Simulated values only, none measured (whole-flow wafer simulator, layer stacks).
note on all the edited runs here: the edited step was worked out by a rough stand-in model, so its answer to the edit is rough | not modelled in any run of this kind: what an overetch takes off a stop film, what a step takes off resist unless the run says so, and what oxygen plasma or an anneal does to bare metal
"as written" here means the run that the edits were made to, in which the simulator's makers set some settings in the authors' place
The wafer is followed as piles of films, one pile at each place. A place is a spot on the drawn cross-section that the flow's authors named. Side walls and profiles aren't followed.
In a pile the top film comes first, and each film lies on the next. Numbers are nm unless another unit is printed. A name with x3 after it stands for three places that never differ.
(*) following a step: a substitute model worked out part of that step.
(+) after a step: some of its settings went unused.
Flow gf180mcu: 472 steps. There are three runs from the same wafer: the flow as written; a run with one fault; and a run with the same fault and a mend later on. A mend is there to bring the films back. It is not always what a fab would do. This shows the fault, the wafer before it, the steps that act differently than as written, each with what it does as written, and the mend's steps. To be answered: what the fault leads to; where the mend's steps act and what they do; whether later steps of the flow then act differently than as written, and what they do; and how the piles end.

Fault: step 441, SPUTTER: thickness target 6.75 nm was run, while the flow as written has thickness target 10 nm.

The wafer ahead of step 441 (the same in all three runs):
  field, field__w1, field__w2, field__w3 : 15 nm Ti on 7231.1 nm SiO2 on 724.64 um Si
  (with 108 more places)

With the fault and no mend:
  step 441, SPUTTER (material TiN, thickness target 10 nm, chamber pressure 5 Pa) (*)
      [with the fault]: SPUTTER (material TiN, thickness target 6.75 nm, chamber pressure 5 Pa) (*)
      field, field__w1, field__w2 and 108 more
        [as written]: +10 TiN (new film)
        [with the fault]: +6.75 TiN (new film)
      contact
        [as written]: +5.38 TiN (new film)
        [with the fault]: +3.64 TiN (new film)
  Steps further on in the flow that do not act as written (1 more step, not shown, differs only slightly: by at most 2% or 0.5 nm, whichever is larger):
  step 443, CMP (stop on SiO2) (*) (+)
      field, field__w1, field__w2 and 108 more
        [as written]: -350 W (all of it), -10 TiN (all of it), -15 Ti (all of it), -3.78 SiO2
        [with the fault]: -350 W (all of it), -6.75 TiN (all of it), -15 Ti (all of it), -3.75 SiO2
  At contact, the piles at the end differ from the flow's by more than 2% or 0.5 nm, whichever is larger.
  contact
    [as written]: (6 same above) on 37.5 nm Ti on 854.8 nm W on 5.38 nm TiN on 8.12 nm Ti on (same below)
    [with the fault]: (6 same above) on 37.5 nm Ti on 856.6 nm W on 3.64 nm TiN on 8.12 nm Ti on (same below)

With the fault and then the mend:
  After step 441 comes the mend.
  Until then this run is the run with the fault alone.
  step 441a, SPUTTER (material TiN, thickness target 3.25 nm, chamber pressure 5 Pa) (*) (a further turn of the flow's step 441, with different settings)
      field, field__w1, field__w2 and 108 more
        +3.25 TiN
      contact
        +1.75 TiN
  Every later step of the flow that is run acts as written at every place that is followed.
  At every place that both follow, the piles at the end match the flow's.
